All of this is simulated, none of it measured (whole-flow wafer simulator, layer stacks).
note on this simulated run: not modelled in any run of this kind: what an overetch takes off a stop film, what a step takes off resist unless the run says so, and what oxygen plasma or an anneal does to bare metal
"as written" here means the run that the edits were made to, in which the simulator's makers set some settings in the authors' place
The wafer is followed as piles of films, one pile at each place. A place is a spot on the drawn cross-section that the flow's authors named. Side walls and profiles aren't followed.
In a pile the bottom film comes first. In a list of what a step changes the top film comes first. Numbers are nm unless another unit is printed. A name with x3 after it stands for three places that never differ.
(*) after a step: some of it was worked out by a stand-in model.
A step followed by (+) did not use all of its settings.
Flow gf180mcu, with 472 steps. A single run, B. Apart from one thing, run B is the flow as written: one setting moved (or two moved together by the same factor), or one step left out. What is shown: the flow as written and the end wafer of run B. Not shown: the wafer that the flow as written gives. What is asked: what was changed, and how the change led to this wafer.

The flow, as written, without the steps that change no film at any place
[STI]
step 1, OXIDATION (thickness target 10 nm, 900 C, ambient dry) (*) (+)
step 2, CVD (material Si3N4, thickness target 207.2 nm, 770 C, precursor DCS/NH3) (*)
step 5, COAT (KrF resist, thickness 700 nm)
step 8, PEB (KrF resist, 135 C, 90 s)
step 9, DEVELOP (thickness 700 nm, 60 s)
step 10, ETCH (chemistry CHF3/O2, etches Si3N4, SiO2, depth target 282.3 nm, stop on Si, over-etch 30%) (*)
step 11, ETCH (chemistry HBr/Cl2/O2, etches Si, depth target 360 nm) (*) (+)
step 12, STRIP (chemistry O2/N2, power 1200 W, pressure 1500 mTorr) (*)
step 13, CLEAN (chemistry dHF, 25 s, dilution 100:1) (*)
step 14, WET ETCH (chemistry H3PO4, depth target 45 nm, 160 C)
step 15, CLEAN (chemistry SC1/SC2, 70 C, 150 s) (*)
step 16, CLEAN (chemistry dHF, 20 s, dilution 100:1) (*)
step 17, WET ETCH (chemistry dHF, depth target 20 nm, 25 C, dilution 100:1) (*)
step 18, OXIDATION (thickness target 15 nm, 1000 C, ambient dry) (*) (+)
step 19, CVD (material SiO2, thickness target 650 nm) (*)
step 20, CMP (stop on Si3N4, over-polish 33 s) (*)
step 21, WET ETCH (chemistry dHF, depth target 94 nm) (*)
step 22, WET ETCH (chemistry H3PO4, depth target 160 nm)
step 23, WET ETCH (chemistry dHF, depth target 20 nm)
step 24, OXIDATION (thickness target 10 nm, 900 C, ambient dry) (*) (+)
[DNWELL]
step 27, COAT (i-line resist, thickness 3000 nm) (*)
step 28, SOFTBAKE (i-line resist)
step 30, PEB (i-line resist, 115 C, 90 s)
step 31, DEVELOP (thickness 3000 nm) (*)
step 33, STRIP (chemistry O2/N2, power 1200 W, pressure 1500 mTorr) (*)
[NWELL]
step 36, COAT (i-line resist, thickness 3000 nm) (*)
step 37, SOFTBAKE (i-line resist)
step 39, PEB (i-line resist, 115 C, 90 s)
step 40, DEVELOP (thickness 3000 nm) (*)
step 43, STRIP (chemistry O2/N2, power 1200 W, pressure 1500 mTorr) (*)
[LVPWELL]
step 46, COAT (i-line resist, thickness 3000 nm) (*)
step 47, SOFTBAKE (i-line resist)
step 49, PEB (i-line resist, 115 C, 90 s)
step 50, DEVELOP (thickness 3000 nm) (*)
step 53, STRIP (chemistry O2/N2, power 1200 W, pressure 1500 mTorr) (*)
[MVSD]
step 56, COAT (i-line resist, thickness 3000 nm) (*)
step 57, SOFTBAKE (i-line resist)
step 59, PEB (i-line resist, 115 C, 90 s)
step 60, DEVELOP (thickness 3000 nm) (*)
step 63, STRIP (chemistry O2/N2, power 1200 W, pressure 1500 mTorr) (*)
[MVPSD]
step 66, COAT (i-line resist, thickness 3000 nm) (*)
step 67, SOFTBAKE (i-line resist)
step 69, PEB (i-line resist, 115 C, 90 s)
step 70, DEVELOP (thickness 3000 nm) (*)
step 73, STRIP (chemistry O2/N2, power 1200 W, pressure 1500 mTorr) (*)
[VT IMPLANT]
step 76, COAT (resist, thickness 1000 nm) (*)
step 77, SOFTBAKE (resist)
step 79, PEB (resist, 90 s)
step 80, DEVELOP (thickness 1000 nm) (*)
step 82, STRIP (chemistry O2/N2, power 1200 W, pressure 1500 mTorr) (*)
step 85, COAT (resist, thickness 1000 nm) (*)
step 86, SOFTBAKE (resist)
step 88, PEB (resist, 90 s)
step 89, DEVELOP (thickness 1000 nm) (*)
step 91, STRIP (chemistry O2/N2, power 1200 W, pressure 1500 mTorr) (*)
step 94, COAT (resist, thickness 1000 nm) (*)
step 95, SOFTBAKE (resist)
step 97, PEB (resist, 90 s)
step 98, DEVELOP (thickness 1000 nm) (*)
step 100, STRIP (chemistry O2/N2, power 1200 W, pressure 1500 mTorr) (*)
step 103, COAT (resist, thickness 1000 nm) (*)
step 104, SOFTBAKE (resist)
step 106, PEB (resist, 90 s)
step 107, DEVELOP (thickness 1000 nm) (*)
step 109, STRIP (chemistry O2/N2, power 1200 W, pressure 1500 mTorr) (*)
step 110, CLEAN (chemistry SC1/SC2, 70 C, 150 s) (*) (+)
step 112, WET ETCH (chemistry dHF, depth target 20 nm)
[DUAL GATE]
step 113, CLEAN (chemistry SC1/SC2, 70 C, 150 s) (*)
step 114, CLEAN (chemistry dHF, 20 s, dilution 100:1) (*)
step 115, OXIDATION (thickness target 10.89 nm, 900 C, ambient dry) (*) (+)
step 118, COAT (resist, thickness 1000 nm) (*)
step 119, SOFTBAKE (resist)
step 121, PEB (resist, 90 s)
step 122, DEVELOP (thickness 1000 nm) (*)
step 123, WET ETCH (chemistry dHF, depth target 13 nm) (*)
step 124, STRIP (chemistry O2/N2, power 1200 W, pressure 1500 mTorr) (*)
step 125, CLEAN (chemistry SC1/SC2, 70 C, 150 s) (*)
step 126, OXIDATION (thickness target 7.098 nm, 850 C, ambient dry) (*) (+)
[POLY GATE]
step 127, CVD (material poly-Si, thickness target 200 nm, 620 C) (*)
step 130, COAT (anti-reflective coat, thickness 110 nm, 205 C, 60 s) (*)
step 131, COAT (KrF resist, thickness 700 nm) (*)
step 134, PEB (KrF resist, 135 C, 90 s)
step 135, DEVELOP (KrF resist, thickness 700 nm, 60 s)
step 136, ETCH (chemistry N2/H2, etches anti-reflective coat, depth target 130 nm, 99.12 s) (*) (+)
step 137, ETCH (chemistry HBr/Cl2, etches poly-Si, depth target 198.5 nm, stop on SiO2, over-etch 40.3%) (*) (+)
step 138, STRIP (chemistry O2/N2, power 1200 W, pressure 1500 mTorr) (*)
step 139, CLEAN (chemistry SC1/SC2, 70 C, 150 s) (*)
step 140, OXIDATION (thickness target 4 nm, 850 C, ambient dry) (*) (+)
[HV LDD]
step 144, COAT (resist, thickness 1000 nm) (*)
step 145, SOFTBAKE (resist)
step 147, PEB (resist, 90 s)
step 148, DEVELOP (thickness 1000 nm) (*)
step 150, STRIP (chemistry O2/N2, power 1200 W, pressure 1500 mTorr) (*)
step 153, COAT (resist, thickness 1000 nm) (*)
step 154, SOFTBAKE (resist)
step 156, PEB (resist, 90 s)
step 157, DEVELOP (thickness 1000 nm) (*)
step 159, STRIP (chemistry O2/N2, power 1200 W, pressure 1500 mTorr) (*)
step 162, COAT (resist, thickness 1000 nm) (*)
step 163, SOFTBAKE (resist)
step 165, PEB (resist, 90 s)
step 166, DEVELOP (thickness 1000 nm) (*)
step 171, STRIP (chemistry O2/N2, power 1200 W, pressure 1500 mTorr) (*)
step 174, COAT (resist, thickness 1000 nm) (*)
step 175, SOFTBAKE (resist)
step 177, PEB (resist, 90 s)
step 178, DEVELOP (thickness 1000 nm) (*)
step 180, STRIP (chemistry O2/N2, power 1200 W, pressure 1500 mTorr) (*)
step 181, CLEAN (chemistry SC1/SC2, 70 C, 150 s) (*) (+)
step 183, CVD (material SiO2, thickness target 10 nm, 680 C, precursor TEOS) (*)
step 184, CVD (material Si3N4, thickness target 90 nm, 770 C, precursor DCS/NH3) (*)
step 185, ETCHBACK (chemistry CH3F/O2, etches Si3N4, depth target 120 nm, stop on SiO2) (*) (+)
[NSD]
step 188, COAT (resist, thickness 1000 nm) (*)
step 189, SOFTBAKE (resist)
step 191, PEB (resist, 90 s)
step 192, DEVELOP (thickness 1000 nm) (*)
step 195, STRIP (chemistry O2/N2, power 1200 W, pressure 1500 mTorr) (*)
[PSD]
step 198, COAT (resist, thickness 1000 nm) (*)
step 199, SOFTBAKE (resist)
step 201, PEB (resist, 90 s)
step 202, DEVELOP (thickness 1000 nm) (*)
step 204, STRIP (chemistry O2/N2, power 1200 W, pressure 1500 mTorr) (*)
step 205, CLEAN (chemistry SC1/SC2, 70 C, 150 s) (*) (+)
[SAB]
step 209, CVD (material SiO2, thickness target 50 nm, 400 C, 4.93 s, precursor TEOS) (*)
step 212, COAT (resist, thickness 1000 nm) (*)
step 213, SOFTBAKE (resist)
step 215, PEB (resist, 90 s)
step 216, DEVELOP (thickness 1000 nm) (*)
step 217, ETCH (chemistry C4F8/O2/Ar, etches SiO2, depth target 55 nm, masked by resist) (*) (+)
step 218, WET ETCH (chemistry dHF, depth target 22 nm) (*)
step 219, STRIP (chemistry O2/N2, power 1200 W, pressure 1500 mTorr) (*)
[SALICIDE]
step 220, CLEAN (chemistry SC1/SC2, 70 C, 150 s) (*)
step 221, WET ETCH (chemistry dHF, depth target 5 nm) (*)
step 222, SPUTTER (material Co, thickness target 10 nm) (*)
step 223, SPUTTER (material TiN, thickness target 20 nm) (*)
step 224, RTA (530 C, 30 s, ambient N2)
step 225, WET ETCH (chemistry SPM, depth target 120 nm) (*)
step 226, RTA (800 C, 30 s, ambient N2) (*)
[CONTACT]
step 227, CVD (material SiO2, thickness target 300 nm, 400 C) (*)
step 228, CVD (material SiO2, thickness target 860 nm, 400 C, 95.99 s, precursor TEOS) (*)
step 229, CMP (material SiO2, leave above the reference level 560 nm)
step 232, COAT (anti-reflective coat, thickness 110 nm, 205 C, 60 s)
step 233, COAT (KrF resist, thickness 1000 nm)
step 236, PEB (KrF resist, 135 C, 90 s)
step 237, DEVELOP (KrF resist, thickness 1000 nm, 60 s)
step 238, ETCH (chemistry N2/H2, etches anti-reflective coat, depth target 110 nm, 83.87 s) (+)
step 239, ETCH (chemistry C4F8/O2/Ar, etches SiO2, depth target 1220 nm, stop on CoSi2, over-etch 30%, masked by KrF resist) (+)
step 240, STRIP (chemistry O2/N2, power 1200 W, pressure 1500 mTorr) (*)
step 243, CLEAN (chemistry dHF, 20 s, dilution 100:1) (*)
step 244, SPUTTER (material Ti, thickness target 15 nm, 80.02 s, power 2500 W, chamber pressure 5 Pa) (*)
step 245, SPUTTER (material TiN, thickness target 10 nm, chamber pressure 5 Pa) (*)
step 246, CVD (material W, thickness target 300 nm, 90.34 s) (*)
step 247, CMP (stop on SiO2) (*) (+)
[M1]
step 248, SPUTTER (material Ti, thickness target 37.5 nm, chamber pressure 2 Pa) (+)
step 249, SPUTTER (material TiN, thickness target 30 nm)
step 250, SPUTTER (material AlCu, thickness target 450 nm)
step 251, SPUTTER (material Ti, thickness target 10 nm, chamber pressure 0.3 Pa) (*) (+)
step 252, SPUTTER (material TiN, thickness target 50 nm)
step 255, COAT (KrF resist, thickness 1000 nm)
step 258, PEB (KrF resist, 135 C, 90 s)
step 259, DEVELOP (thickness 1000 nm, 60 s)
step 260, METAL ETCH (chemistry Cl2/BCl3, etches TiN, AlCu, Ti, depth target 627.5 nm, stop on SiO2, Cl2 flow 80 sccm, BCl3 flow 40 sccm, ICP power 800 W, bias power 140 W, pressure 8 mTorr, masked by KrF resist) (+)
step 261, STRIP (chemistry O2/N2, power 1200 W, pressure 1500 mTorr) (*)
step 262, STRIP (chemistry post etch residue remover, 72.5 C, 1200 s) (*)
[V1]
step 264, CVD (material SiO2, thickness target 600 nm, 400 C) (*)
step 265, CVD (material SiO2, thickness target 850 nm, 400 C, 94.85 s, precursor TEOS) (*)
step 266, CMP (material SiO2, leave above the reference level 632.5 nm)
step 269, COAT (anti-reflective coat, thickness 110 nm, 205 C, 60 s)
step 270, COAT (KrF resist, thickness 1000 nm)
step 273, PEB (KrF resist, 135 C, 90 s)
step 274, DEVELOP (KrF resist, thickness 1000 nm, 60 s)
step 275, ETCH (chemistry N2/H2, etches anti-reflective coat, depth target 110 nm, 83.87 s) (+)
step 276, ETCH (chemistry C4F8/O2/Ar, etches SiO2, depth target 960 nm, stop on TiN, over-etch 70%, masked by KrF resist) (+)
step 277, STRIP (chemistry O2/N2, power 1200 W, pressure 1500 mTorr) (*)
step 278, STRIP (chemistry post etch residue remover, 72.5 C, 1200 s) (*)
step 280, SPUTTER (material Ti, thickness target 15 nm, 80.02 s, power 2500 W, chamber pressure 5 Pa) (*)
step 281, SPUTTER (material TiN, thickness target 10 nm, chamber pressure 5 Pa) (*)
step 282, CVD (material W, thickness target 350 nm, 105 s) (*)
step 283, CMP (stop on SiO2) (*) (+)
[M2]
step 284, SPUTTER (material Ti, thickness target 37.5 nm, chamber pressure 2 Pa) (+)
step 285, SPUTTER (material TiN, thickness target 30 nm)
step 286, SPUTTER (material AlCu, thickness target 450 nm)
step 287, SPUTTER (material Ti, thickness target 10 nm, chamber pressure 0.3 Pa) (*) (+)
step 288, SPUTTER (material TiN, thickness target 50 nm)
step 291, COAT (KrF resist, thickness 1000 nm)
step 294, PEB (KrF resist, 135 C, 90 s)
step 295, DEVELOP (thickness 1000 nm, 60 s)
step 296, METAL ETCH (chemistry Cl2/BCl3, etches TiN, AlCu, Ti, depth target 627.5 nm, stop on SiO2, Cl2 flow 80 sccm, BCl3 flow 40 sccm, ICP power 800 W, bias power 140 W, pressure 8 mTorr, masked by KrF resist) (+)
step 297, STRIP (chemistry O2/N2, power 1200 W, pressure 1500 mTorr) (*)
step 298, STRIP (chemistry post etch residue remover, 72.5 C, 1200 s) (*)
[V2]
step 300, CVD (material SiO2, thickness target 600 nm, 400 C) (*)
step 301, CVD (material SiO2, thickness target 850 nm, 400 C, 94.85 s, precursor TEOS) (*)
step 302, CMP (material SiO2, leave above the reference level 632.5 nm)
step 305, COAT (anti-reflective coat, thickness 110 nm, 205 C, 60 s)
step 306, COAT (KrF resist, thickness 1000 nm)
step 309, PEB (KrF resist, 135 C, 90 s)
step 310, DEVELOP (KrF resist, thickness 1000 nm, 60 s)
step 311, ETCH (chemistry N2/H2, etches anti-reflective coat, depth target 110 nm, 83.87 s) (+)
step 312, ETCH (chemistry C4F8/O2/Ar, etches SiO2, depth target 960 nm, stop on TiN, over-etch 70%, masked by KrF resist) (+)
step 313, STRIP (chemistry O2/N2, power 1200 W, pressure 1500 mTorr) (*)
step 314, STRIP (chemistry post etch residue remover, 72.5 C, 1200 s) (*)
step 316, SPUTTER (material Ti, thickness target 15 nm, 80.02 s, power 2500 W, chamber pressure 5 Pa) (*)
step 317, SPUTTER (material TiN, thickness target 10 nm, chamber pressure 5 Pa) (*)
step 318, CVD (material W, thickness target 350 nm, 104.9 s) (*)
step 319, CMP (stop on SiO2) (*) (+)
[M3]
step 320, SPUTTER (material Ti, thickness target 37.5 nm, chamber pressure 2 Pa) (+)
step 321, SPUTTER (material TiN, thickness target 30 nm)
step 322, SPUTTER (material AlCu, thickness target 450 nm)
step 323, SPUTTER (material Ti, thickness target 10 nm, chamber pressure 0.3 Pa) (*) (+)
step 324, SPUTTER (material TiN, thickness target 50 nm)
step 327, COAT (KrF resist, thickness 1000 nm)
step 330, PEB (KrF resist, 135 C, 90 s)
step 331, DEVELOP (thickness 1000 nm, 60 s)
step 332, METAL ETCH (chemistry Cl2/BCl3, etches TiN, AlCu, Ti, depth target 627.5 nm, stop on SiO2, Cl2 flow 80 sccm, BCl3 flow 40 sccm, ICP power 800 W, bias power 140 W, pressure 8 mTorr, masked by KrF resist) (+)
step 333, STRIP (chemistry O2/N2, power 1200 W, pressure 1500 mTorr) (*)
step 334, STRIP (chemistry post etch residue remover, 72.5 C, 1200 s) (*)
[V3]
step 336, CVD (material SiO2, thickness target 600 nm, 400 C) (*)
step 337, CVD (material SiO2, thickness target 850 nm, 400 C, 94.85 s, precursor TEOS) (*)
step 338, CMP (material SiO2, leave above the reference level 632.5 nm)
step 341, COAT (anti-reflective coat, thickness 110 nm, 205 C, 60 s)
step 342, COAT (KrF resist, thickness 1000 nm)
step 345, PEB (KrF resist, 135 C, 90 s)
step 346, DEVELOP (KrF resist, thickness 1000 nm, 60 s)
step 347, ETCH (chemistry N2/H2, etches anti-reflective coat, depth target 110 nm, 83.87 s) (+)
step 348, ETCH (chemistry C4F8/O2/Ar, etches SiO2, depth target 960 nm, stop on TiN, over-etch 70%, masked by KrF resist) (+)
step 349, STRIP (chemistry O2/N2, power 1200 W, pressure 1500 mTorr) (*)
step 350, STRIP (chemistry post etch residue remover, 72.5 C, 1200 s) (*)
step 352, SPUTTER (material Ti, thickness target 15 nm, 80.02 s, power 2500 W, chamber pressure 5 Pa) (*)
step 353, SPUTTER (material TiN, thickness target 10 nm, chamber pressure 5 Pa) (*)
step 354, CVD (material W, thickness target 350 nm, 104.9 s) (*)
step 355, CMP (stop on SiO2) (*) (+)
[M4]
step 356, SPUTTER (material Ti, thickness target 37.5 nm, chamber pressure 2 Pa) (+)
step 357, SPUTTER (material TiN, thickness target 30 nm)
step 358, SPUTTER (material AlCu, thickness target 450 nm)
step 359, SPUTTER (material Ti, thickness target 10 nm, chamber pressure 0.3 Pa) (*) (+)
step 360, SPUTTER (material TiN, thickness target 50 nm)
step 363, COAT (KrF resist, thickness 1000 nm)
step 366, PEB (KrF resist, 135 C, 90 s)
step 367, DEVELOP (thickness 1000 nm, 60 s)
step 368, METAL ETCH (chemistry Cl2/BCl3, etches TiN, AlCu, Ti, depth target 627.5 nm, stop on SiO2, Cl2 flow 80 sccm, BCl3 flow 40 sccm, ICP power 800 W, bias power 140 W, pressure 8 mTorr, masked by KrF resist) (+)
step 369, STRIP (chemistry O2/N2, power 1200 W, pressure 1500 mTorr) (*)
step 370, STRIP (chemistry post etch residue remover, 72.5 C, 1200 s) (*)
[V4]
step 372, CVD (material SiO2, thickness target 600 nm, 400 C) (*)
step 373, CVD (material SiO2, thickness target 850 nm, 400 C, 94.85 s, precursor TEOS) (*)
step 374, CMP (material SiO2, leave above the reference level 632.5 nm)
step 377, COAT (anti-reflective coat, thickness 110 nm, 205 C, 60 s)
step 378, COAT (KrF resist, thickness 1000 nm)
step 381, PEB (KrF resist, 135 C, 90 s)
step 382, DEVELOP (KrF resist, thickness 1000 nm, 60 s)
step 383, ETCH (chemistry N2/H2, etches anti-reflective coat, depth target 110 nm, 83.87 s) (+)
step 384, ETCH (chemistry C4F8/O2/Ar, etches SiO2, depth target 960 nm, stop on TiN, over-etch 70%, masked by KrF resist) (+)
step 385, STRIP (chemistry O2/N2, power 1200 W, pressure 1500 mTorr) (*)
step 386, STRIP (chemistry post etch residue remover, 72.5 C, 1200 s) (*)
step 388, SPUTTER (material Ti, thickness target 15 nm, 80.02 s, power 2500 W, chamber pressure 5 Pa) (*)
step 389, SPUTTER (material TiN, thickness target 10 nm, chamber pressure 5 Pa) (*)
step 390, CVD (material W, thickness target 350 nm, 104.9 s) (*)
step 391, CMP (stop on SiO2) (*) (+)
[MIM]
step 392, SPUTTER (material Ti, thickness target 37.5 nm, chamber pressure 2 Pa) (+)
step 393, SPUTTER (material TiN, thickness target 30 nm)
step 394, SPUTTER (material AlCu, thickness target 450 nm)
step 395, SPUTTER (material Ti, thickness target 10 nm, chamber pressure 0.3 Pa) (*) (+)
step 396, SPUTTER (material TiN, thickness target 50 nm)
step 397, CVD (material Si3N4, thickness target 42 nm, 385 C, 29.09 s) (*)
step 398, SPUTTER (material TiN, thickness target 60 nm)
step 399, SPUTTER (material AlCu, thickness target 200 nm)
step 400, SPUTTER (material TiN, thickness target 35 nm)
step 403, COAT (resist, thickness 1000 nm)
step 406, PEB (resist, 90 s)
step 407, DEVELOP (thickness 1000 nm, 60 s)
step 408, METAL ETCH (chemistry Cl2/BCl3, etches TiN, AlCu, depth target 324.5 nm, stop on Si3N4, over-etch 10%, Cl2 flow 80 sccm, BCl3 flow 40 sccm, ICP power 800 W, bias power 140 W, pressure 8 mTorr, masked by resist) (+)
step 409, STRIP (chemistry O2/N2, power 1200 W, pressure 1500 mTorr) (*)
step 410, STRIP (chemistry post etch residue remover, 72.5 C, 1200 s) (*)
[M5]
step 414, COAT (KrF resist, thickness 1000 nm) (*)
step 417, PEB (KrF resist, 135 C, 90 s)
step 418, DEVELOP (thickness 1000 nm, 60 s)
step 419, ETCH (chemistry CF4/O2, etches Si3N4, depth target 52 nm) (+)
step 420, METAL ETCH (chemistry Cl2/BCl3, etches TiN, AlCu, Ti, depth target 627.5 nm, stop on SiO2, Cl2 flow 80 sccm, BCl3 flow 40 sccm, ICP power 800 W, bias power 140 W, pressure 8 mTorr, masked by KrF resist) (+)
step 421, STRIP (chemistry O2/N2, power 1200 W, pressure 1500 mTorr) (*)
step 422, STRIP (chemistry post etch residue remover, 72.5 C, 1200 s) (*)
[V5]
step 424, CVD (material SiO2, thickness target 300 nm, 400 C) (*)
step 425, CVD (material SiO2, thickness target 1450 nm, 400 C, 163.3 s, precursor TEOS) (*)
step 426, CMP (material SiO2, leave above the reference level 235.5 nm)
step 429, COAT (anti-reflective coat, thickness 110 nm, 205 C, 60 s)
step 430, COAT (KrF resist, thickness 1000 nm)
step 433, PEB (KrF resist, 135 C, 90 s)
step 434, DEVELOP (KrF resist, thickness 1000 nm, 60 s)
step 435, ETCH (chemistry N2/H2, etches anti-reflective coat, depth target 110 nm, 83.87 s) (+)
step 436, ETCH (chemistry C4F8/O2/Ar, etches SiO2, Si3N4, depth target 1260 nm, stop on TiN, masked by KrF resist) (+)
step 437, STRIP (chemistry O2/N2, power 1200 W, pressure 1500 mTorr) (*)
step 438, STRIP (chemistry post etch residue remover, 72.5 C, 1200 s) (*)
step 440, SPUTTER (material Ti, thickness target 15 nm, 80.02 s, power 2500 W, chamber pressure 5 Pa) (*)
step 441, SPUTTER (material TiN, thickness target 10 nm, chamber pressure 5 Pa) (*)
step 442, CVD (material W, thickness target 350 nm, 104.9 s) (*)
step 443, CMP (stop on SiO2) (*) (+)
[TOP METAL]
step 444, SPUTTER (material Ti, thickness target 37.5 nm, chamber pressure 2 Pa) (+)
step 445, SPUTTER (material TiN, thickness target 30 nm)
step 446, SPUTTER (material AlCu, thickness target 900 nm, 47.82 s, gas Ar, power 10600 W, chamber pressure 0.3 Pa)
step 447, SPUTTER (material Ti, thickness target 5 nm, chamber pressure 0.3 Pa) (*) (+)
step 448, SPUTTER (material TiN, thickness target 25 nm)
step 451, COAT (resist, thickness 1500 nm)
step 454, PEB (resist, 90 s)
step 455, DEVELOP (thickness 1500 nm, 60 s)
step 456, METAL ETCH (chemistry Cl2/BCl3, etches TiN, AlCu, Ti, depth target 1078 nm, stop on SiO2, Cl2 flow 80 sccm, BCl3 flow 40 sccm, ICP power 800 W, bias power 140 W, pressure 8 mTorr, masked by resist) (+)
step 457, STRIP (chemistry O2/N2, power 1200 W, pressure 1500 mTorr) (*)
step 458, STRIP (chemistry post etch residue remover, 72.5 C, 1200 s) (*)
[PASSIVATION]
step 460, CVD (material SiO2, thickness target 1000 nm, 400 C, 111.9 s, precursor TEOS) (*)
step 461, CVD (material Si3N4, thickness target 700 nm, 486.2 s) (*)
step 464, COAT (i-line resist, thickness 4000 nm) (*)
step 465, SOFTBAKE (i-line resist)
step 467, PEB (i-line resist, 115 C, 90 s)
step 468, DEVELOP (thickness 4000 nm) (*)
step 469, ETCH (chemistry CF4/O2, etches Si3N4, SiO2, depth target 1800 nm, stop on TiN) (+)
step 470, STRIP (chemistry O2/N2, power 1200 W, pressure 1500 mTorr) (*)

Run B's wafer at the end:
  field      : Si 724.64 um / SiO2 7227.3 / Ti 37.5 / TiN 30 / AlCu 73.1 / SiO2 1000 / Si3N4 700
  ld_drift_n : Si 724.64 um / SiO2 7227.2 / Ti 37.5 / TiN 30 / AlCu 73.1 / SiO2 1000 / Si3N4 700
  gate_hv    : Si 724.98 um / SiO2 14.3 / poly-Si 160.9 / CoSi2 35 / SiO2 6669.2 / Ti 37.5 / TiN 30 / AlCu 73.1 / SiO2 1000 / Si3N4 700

What caused this: step 456, METAL ETCH: depth target 851.2 nm was run, whereas the flow has depth target 1078 nm.

How this came from the change, step by step:
  step 456, METAL ETCH (chemistry Cl2/BCl3, etches TiN, AlCu, Ti, depth target 1078 nm, stop on SiO2, Cl2 flow 80 sccm, BCl3 flow 40 sccm, ICP power 800 W, bias power 140 W, pressure 8 mTorr, masked by resist) (+)
      field, field__w1, field__w2 and 103 more: -25 TiN (all of it), -5 Ti (all of it), -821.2 AlCu (it would be, as written: -25 TiN (all of it), -5 Ti (all of it), -900 AlCu (all of it), -30 TiN (all of it), -37.5 Ti (all of it))
      field__w8, contact, m1, m1__w1, pad, m1_nw: -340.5 resist (it would be, as written: -431 resist)
  step 457, STRIP (chemistry O2/N2, power 1200 W, pressure 1500 mTorr) (*)
      field__w8, contact, m1, m1__w1, pad, m1_nw: -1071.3 resist (all of it) (it would be, as written: -980.8 resist (all of it))
  step 458, STRIP (chemistry post etch residue remover, 72.5 C, 1200 s) (*)
      field, field__w1, field__w2 and 103 more: -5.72 AlCu (it would be, as written: nothing)
  step 460, CVD (material SiO2, thickness target 1000 nm, 400 C, 111.9 s, precursor TEOS) (*)
      field, field__w1, field__w2 and 103 more: +1000 SiO2 (new film) (it would be, as written: +1000 SiO2)
  step 464, COAT (i-line resist, thickness 4000 nm) (*)
      field__w8: +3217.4 i-line resist (new film) (it would be, as written: +3093.1 i-line resist (new film))
      contact: +3264.7 i-line resist (new film) (it would be, as written: +3153.6 i-line resist (new film))
      (also at 4 further places)
  step 465, SOFTBAKE (i-line resist)
      field__w5, field__w9: +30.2 i-line resist (it would be, as written: +37.3 i-line resist)
      active_hv, ld_gate_n: +22.4 i-line resist (it would be, as written: +28.2 i-line resist)
      (also at 65 further places)
  step 467, PEB (i-line resist, 115 C, 90 s)
      field__w8, m1__w1: -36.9 i-line resist (it would be, as written: -34.7 i-line resist)
      contact, m1: -37.2 i-line resist (it would be, as written: -35.1 i-line resist)
      (also at 2 further places)
  step 468, DEVELOP (thickness 4000 nm) (*)
      pad: -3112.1 i-line resist (all of it) (it would be, as written: -2974.8 i-line resist (all of it))
  step 470, STRIP (chemistry O2/N2, power 1200 W, pressure 1500 mTorr) (*)
      field__w8, m1__w1: -1923.2 i-line resist (all of it) (it would be, as written: -1787.7 i-line resist (all of it))
      contact: -1941.7 i-line resist (all of it) (it would be, as written: -1811.2 i-line resist (all of it))
      (also at 2 further places)
With metal films that touch counted as one body, field has 1 body; the flow as written gives 0 bodies.
With metal films that touch counted as one body, ld_drift_n has 1 body; the flow as written gives 0 bodies.
With metal films that touch counted as one body, gate_hv has 2 bodies (between them, from the top down: SiO2 6669.2); the flow as written gives 1 body.
